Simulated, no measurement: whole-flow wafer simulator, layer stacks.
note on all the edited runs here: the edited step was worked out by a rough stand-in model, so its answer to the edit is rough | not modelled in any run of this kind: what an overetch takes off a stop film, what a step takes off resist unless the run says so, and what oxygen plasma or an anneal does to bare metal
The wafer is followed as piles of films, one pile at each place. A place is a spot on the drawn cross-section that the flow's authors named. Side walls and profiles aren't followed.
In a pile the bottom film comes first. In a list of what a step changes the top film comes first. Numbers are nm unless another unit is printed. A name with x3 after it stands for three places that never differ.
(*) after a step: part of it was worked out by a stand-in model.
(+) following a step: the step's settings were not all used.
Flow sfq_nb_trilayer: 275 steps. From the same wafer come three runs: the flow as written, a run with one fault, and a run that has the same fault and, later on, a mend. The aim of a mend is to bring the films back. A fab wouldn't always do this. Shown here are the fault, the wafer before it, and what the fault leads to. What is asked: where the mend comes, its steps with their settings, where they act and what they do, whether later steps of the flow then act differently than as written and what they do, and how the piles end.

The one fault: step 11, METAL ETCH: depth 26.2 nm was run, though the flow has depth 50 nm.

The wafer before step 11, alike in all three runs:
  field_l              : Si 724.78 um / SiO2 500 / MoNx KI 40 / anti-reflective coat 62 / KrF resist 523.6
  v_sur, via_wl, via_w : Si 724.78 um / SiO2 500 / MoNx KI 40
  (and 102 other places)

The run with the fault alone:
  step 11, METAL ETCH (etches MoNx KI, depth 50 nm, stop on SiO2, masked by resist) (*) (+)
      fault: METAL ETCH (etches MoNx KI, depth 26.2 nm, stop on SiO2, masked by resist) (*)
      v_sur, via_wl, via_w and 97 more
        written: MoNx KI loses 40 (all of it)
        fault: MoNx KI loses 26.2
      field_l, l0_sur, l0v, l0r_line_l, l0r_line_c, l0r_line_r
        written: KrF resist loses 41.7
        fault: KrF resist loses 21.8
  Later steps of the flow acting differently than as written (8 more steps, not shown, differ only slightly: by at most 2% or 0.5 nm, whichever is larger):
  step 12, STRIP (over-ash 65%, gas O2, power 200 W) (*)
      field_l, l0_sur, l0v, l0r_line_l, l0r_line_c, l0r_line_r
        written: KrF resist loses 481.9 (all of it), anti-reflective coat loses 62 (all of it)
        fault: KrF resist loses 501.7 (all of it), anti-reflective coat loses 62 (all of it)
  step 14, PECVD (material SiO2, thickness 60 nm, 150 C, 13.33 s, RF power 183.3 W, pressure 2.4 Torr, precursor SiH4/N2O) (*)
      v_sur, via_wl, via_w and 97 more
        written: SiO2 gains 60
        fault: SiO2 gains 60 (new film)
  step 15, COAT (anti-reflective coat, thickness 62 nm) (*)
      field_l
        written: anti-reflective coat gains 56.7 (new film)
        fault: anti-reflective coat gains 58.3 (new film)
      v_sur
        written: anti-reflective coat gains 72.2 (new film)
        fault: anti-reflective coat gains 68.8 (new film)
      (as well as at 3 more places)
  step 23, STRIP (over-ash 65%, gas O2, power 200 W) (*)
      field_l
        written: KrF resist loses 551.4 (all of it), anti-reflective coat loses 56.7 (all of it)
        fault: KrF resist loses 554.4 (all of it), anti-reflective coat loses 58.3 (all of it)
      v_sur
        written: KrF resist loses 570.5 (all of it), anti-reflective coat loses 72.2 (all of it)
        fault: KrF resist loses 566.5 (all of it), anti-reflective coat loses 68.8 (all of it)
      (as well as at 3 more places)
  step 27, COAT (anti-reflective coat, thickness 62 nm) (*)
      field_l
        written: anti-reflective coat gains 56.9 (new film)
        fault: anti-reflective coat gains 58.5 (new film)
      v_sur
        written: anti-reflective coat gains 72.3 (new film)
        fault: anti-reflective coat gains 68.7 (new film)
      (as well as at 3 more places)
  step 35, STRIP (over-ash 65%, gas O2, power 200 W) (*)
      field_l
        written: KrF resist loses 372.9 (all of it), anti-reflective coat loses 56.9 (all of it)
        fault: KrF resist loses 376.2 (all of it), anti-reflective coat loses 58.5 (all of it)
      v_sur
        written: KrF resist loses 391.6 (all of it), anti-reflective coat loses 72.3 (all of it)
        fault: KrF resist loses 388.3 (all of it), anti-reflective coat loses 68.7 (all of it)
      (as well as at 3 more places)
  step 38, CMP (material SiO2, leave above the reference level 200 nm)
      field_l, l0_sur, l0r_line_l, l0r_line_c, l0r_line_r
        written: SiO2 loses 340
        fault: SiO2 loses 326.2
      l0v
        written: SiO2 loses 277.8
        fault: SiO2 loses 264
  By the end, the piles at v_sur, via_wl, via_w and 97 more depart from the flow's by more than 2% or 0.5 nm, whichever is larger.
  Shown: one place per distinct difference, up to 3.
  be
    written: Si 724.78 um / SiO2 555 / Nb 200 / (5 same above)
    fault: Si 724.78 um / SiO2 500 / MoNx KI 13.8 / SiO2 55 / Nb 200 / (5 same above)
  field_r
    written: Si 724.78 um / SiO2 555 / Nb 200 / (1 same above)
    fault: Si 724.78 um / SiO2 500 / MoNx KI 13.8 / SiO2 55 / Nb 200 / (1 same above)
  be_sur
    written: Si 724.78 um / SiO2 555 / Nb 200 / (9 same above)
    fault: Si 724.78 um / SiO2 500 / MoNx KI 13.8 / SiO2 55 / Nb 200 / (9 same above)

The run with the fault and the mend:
  After step 11 comes the mend.
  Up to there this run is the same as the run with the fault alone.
  step 11a, METAL ETCH (etches MoNx KI, depth 23.8 nm, stop on SiO2, masked by resist) (+) (the flow's step 11, run once more with other settings)
      v_sur, via_wl, via_w and 97 more
        MoNx KI loses 13.8 (all of it)
      field_l, l0_sur, l0v, l0r_line_l, l0r_line_c, l0r_line_r
        KrF resist loses 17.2
  Every later step of the flow that is run acts as written, at every place that is followed, to within 2% or 0.5 nm, whichever is larger.
  At every place that both follow, the piles at the end match the flow's.
